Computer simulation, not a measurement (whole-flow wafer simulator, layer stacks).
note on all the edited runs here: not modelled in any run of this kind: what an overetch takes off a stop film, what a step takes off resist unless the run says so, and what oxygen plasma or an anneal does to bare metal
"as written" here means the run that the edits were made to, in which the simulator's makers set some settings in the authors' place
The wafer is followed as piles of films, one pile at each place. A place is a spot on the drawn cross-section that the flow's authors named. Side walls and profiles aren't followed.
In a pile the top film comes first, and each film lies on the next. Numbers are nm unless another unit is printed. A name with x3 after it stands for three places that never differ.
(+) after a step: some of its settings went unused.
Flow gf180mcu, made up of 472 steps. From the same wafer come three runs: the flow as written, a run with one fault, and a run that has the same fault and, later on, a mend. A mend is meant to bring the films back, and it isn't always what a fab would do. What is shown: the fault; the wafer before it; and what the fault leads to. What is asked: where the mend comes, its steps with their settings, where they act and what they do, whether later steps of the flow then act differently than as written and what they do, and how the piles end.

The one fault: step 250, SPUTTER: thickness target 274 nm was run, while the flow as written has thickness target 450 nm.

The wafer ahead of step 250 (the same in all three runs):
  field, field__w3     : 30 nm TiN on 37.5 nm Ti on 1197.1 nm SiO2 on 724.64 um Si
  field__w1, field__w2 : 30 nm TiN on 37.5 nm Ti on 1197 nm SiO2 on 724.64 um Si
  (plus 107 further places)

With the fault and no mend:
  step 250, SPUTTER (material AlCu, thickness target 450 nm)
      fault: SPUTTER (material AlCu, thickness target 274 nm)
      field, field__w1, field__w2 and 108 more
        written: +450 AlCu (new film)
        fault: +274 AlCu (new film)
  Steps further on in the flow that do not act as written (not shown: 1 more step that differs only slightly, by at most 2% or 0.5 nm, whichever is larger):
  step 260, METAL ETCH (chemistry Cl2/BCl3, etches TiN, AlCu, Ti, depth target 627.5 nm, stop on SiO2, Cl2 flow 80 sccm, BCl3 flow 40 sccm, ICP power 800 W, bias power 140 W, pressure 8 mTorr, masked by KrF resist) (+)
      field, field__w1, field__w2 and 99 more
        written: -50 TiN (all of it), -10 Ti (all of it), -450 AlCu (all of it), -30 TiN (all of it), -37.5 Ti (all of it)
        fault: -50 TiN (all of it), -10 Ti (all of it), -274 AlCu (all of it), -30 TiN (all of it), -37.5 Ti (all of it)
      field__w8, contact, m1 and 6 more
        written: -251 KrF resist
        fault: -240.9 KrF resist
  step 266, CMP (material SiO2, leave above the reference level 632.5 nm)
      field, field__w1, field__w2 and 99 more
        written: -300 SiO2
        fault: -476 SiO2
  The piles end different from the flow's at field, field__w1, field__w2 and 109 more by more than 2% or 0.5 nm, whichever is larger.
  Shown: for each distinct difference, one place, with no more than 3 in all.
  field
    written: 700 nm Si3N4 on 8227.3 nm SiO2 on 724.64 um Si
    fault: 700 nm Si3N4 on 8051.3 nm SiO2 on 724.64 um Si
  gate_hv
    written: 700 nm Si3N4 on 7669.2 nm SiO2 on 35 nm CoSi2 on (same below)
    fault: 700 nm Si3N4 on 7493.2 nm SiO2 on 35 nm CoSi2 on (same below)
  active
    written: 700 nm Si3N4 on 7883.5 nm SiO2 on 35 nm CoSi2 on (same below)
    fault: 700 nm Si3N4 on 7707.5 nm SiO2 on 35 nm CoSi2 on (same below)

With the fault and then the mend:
  After step 250 comes the mend.
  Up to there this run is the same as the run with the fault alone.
  step 250a, SPUTTER (material AlCu, thickness target 176 nm) (the flow's step 250, run once more with other settings)
      field, field__w1, field__w2 and 108 more
        +176 AlCu
  Every later step of the flow that is run acts as written at every place that is followed.
  By the end, the piles equal the flow's at every place that both follow.
